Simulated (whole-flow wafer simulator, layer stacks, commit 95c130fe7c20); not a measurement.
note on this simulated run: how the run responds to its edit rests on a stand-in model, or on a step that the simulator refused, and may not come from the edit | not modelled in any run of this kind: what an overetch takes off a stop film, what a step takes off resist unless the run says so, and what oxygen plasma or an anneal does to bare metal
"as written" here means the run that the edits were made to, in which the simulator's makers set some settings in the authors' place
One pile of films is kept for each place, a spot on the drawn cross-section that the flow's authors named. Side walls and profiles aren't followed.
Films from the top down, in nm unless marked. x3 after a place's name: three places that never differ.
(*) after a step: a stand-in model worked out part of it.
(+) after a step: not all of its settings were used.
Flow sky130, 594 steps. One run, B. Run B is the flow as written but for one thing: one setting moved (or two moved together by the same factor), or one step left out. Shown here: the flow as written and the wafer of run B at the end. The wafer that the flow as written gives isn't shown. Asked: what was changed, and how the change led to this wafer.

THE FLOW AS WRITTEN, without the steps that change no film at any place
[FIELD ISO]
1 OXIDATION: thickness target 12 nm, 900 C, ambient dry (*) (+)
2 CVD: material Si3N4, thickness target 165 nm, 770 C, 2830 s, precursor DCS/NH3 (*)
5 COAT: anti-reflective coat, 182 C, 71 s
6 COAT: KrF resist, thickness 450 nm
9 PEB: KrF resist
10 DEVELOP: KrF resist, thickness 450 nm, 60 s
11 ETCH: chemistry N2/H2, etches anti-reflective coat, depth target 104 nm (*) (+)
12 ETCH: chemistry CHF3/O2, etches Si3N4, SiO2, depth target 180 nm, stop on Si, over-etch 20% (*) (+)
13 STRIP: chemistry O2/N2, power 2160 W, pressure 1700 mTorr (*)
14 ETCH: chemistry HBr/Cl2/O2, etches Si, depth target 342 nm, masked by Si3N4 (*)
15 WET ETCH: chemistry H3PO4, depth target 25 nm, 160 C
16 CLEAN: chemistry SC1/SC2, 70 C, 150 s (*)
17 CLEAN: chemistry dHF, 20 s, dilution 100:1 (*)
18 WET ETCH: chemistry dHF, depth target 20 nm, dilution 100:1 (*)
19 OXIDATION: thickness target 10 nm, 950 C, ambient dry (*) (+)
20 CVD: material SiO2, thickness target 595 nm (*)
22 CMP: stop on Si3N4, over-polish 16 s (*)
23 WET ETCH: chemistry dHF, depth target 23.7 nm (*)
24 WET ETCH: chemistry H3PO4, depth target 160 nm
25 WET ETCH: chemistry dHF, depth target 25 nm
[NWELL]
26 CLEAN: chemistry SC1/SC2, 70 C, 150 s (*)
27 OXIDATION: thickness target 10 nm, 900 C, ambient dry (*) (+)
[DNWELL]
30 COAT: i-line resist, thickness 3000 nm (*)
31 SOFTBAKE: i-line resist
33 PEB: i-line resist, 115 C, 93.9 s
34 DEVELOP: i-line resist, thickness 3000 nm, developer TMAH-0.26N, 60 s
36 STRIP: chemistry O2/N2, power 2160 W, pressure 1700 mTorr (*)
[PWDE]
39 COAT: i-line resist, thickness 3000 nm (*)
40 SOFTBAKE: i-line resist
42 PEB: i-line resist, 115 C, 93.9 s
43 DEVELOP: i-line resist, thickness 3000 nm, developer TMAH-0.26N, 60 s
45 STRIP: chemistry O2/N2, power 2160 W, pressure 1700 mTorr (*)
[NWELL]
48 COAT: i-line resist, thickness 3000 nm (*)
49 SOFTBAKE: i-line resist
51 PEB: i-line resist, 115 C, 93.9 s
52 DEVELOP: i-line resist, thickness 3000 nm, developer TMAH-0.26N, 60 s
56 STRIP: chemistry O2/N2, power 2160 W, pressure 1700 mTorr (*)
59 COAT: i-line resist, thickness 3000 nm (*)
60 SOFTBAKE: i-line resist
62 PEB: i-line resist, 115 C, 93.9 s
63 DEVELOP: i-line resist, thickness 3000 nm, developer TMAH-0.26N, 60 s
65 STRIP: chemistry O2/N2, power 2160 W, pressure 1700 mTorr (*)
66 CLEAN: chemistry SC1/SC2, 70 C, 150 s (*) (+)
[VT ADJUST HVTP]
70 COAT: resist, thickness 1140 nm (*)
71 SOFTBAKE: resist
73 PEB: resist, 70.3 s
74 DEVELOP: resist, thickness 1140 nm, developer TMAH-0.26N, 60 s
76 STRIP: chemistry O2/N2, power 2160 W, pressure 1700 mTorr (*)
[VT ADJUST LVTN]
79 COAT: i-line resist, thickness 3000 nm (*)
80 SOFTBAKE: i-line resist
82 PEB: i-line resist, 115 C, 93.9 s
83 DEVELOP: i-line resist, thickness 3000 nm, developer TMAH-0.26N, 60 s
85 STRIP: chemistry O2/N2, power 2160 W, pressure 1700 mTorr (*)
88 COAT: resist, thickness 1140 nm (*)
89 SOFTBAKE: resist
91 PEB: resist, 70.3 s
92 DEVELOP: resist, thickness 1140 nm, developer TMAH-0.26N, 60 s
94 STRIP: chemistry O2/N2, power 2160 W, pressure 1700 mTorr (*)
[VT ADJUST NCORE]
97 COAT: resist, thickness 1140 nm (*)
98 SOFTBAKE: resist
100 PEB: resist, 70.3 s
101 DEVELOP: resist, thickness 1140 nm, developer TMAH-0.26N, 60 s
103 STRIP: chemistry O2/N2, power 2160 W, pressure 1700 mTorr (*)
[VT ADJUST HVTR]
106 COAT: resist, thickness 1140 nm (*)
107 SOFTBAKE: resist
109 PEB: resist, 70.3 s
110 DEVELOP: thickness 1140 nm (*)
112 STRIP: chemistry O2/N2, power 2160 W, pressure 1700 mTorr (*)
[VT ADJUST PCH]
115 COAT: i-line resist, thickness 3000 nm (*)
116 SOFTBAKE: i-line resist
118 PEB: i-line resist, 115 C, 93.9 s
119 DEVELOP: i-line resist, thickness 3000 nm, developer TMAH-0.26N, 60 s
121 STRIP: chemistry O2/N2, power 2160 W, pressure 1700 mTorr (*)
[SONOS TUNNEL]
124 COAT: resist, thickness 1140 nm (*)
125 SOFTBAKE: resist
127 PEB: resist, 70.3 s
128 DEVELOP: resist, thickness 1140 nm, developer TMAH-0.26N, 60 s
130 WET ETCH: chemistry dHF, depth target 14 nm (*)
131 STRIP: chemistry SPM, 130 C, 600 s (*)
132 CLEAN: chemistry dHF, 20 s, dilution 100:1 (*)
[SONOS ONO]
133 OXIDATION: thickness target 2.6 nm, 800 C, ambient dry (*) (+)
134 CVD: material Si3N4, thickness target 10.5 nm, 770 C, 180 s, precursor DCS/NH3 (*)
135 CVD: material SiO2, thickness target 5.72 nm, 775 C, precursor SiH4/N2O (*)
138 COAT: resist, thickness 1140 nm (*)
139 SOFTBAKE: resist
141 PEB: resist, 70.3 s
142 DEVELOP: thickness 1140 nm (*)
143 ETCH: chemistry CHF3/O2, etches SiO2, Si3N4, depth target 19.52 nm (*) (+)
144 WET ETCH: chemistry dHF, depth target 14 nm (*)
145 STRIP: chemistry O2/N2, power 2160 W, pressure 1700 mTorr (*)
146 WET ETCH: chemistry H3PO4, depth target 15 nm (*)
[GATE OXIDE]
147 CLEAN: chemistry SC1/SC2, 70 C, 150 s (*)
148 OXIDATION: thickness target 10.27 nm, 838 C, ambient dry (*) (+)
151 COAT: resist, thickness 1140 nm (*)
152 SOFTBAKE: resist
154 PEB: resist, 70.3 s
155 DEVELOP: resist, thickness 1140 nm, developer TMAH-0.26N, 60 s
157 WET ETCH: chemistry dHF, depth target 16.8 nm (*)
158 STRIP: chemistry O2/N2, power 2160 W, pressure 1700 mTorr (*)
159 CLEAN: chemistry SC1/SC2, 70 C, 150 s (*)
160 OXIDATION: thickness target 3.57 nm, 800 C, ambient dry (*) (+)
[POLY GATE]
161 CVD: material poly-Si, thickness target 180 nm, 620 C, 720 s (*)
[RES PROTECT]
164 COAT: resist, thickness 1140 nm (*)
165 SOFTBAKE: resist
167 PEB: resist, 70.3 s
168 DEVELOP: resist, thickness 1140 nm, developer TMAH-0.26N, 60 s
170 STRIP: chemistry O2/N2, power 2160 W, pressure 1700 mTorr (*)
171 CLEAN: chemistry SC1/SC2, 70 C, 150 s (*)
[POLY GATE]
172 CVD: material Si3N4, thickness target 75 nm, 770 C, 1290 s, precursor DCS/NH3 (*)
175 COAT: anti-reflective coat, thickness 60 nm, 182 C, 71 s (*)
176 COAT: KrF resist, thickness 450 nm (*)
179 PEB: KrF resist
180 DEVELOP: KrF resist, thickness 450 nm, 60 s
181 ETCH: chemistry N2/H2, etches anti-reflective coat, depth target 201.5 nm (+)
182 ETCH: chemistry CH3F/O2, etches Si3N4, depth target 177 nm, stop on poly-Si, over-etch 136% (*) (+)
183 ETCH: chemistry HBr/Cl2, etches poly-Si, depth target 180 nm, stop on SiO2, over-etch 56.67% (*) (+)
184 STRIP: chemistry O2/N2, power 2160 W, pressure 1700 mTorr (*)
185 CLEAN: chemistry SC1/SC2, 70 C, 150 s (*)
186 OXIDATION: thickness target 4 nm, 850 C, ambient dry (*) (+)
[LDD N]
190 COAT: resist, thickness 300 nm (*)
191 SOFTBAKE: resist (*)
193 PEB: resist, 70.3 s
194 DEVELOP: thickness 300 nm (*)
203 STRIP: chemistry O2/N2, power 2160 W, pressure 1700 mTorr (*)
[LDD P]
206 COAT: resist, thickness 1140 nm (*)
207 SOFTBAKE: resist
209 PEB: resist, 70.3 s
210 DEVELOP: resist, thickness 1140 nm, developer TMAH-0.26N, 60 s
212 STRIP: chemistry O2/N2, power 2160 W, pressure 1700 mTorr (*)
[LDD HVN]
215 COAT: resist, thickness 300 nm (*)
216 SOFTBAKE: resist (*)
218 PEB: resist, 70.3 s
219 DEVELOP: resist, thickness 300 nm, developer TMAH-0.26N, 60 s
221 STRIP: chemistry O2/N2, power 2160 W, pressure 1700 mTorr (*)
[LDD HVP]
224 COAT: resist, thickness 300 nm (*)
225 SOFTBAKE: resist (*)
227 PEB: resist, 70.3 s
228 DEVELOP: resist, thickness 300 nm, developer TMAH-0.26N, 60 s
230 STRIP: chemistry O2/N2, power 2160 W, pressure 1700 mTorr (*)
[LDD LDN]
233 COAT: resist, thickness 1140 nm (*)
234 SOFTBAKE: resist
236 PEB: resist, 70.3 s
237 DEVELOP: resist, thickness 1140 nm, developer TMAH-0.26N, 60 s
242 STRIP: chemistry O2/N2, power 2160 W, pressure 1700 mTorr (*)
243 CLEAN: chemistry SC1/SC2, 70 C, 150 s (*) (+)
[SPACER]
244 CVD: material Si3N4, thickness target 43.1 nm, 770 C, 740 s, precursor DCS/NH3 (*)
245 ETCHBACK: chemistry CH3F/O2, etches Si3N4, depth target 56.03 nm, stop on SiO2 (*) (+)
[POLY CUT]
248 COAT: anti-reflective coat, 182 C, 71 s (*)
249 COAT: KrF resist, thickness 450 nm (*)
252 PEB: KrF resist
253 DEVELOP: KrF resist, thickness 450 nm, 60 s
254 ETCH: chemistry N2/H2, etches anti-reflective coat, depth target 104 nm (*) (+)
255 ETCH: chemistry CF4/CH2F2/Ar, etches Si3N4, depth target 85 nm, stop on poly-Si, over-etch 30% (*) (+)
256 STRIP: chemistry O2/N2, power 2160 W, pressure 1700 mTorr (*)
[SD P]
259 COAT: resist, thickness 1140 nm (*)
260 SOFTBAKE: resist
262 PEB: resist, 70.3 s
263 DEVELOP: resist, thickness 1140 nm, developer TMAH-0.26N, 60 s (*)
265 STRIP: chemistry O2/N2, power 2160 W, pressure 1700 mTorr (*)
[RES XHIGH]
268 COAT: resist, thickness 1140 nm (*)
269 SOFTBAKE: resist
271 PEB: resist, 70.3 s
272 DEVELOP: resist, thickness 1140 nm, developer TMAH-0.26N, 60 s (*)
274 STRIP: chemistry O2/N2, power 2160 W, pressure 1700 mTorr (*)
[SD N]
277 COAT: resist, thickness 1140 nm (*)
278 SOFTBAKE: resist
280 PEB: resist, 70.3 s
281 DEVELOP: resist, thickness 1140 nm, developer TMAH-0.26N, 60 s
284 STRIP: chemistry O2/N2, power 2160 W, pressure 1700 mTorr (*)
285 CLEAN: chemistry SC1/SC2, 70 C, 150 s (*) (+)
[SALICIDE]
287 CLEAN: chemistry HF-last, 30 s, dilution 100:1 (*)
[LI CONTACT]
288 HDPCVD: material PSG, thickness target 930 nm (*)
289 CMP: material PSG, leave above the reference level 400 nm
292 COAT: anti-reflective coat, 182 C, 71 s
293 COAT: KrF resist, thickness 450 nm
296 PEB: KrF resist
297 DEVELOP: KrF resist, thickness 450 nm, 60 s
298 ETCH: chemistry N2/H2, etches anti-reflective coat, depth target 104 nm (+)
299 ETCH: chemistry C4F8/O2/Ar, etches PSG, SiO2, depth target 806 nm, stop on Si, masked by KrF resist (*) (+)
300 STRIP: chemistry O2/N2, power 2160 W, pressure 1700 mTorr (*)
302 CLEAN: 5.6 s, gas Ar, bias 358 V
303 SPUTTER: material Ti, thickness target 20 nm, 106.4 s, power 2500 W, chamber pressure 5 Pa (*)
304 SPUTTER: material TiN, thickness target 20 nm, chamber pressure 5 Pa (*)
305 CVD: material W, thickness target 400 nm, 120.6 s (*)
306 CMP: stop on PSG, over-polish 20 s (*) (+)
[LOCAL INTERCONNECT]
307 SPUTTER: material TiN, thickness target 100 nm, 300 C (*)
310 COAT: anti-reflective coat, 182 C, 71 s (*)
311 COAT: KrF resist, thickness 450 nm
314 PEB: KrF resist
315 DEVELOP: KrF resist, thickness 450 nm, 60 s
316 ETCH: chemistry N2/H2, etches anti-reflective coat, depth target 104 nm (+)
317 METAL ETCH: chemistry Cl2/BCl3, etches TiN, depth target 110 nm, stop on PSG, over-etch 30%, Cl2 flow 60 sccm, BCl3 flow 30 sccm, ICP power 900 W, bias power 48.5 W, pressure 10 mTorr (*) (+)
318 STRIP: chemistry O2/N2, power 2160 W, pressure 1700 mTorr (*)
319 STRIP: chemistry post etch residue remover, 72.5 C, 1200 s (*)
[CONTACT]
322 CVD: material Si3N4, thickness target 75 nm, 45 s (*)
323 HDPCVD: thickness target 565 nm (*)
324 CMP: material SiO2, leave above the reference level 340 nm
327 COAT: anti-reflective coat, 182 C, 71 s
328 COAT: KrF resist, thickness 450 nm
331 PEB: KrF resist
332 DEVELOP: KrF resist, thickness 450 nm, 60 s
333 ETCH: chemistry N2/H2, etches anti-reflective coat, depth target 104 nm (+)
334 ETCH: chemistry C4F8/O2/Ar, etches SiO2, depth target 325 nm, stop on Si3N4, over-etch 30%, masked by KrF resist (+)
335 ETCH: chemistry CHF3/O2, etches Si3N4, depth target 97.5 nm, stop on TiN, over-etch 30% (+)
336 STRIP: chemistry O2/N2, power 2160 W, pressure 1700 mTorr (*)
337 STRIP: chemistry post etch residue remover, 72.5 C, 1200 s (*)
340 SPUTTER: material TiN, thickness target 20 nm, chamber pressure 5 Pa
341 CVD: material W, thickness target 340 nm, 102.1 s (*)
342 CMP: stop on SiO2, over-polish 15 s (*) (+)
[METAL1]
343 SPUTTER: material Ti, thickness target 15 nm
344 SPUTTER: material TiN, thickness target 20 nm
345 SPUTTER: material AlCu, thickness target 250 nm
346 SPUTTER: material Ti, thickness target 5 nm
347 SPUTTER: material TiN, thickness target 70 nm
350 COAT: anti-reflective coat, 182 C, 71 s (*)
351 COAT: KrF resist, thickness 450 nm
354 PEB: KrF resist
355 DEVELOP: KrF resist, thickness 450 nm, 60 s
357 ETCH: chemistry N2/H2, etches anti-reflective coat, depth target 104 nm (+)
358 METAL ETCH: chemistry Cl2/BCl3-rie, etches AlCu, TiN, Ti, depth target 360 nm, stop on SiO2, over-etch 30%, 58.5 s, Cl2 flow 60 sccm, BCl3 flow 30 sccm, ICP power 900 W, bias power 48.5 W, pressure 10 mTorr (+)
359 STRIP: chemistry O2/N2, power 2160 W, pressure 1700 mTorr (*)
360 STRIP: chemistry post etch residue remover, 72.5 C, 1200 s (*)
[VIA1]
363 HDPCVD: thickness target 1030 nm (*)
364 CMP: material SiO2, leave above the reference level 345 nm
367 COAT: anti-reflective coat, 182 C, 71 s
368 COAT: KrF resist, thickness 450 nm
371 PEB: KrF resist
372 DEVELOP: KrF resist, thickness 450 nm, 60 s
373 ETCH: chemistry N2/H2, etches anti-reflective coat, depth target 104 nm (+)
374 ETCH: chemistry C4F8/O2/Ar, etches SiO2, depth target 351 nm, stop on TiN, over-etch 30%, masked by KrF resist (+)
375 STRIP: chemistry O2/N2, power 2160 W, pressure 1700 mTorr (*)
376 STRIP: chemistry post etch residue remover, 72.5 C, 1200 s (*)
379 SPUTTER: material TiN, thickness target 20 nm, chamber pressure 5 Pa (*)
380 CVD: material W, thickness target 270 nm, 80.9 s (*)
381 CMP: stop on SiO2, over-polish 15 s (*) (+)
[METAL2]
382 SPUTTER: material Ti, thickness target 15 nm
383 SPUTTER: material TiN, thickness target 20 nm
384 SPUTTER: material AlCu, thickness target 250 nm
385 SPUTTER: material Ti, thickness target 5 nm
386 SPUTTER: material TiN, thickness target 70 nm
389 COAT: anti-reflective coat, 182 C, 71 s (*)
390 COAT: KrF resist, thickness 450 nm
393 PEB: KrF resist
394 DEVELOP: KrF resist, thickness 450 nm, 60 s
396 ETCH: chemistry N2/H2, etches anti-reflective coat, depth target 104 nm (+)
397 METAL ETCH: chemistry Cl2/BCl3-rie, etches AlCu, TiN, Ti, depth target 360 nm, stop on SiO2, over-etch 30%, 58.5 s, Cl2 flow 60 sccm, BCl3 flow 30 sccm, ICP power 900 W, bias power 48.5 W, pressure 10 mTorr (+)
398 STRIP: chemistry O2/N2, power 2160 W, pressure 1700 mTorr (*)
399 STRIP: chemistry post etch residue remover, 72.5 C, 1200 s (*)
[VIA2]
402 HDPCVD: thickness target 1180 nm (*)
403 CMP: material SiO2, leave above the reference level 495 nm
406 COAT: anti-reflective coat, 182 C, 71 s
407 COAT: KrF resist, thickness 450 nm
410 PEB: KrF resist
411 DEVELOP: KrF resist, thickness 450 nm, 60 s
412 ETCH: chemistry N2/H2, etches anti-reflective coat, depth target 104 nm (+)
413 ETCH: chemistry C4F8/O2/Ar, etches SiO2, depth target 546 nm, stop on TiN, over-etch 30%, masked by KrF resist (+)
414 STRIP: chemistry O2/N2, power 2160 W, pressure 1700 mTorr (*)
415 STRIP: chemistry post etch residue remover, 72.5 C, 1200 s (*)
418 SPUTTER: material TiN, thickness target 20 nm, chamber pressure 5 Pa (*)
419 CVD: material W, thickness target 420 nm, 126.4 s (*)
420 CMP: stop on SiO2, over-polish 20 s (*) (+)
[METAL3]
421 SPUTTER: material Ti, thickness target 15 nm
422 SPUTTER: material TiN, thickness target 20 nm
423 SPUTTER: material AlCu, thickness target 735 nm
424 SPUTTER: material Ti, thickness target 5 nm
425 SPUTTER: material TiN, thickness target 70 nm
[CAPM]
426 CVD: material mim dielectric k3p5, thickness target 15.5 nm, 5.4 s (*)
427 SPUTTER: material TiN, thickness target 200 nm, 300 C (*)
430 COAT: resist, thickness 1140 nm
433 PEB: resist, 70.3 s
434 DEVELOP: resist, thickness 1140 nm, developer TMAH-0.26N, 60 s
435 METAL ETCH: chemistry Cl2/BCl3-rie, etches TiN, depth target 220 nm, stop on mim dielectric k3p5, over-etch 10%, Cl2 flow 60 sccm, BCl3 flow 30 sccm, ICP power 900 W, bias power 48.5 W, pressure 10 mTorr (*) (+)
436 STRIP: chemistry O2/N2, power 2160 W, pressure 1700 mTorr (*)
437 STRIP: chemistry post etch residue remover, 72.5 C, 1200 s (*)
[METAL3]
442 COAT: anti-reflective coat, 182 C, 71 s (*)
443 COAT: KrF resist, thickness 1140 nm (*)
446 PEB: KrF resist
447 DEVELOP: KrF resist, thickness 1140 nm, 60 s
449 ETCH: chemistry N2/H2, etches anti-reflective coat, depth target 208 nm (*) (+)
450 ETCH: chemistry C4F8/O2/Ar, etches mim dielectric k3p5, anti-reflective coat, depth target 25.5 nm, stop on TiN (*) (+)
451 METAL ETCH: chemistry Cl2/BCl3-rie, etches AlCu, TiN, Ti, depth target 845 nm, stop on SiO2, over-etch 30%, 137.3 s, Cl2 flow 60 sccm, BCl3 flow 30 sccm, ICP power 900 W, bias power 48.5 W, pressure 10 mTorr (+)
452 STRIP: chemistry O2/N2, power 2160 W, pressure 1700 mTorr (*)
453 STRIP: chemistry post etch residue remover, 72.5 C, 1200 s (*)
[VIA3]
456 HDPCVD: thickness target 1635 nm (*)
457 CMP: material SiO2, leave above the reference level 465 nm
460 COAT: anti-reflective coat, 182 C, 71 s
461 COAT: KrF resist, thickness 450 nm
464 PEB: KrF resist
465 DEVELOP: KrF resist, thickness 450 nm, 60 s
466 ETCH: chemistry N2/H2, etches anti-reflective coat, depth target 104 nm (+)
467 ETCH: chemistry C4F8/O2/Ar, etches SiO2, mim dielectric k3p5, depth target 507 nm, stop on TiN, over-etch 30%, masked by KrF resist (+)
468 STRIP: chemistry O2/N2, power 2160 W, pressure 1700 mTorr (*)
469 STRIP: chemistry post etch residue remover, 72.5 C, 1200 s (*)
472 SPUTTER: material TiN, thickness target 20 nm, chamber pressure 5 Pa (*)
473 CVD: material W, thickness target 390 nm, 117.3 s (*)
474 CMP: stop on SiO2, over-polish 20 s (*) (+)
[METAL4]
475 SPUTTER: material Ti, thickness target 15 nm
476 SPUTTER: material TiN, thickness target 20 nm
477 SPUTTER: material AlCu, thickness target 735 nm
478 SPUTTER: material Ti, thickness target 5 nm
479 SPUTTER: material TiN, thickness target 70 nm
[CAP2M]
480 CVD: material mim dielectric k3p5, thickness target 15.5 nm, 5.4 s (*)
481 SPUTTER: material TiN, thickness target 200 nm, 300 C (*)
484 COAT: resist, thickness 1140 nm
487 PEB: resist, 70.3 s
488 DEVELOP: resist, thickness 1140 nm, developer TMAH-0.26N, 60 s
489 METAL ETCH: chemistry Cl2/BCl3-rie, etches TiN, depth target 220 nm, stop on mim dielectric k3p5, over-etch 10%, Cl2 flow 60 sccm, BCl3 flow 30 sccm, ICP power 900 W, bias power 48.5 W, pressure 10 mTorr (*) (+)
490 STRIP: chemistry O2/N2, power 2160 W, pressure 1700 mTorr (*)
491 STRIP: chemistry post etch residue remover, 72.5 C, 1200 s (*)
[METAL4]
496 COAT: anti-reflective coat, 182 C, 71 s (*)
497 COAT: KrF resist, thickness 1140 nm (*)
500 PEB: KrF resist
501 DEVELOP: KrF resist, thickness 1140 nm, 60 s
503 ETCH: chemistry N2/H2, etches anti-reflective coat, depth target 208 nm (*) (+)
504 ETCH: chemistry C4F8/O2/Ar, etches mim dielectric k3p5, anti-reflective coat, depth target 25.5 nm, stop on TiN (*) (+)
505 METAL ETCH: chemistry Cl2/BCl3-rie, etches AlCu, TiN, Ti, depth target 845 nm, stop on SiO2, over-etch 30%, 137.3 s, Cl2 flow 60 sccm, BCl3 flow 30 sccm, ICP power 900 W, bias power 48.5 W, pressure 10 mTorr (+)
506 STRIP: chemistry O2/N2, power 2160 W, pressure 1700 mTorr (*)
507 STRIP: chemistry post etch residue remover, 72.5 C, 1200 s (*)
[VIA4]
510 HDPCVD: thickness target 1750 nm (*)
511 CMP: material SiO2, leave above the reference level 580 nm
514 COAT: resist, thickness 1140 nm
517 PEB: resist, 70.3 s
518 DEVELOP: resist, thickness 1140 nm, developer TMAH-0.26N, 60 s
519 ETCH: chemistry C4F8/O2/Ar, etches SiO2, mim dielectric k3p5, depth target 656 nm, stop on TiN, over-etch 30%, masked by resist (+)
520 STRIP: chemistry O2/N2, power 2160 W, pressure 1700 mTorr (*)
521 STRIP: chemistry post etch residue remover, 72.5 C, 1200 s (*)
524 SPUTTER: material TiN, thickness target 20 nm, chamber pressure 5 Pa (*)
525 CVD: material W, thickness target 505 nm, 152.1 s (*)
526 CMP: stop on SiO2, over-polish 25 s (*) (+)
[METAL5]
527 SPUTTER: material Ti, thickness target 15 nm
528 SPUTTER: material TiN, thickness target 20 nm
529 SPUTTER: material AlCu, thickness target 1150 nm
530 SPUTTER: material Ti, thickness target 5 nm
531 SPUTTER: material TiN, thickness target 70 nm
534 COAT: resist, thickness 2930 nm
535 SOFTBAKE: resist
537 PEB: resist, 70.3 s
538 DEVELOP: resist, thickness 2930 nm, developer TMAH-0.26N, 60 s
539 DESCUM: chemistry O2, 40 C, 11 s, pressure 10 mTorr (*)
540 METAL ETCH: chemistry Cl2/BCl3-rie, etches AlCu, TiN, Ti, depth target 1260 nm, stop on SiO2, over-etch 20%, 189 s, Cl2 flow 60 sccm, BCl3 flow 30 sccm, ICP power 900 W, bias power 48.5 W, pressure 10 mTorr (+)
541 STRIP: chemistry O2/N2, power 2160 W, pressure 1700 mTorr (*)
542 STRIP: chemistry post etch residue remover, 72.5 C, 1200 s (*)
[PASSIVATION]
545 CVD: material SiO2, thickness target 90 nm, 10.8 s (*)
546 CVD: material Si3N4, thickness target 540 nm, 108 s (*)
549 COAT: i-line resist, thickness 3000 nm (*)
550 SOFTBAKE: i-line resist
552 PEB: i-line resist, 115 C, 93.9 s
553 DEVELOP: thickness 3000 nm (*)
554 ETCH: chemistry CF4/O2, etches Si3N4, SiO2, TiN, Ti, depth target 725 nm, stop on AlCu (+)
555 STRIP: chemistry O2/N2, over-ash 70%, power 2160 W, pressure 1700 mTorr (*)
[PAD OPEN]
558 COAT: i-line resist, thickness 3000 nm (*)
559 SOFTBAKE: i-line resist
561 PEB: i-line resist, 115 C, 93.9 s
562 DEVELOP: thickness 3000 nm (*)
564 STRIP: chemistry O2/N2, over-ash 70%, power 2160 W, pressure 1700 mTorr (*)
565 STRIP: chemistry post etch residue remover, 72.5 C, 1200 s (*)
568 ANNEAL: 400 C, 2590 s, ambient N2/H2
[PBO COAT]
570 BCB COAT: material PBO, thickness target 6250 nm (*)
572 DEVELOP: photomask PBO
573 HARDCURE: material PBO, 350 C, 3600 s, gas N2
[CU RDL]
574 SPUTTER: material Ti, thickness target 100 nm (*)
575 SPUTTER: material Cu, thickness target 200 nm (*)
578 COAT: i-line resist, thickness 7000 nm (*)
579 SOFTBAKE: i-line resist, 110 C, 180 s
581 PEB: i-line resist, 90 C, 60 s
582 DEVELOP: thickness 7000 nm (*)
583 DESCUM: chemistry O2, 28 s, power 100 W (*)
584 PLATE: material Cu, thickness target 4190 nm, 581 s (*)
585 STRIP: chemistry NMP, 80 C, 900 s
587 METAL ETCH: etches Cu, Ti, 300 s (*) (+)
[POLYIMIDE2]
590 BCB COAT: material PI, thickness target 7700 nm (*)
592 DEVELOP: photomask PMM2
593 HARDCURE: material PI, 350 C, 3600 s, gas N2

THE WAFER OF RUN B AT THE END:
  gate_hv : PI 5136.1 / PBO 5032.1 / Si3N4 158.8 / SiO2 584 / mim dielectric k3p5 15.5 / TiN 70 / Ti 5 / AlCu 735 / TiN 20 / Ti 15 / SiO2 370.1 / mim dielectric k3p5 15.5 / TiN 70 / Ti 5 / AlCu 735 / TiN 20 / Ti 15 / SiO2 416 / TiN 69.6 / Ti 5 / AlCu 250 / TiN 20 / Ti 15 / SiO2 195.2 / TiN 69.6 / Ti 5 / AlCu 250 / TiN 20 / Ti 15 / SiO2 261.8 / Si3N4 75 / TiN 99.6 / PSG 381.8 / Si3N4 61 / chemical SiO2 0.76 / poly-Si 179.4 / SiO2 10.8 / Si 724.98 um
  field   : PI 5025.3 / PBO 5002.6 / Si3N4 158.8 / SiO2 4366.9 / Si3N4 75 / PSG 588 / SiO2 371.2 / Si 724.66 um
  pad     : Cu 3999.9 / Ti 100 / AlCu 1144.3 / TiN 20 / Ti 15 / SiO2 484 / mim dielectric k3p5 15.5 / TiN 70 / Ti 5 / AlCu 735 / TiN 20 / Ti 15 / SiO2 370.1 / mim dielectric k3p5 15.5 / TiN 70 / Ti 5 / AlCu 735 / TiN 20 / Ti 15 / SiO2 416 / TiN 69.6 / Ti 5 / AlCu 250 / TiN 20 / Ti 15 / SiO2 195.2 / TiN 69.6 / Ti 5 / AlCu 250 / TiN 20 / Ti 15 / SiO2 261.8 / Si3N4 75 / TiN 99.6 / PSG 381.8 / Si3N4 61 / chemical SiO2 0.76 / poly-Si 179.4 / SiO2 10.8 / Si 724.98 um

The cause: step 364, CMP: leave above the reference level 273 nm was run, where the flow has leave above the reference level 345 nm.

How the change led to this, step by step:
  364 CMP: material SiO2, leave above the reference level 345 nm
      n_well, p_well, gate_hv and 100 more: SiO2 -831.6 (as written it would be: SiO2 -759.6)
      field, active, gate and 81 more: SiO2 -461.1 (as written it would be: SiO2 -389.1)
      (and at 4 more places)
  374 ETCH: chemistry C4F8/O2/Ar, etches SiO2, depth target 351 nm, stop on TiN, over-etch 30%, masked by KrF resist (+)
      field, active, n_well and 186 more: KrF resist -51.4 (as written it would be: KrF resist -70.1)
      m1, via1_hole: SiO2 -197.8 (all of it) (as written it would be: SiO2 -269.8 (all of it))
  375 STRIP: chemistry O2/N2, power 2160 W, pressure 1700 mTorr (*)
      field, active, n_well and 186 more: KrF resist -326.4 (all of it), anti-reflective coat -80 (all of it) (as written it would be: KrF resist -307.7 (all of it), anti-reflective coat -80 (all of it))
  379 SPUTTER: material TiN, thickness target 20 nm, chamber pressure 5 Pa (*)
      m1: TiN +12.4 (as written it would be: TiN +11)
      via1_hole: TiN +12.4 (as written it would be: TiN +10.9)
  380 CVD: material W, thickness target 270 nm, 80.9 s (*)
      m1: W +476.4 (new film) (as written it would be: W +549.9 (new film))
      via1_hole: W +476.5 (new film) (as written it would be: W +549.9 (new film))
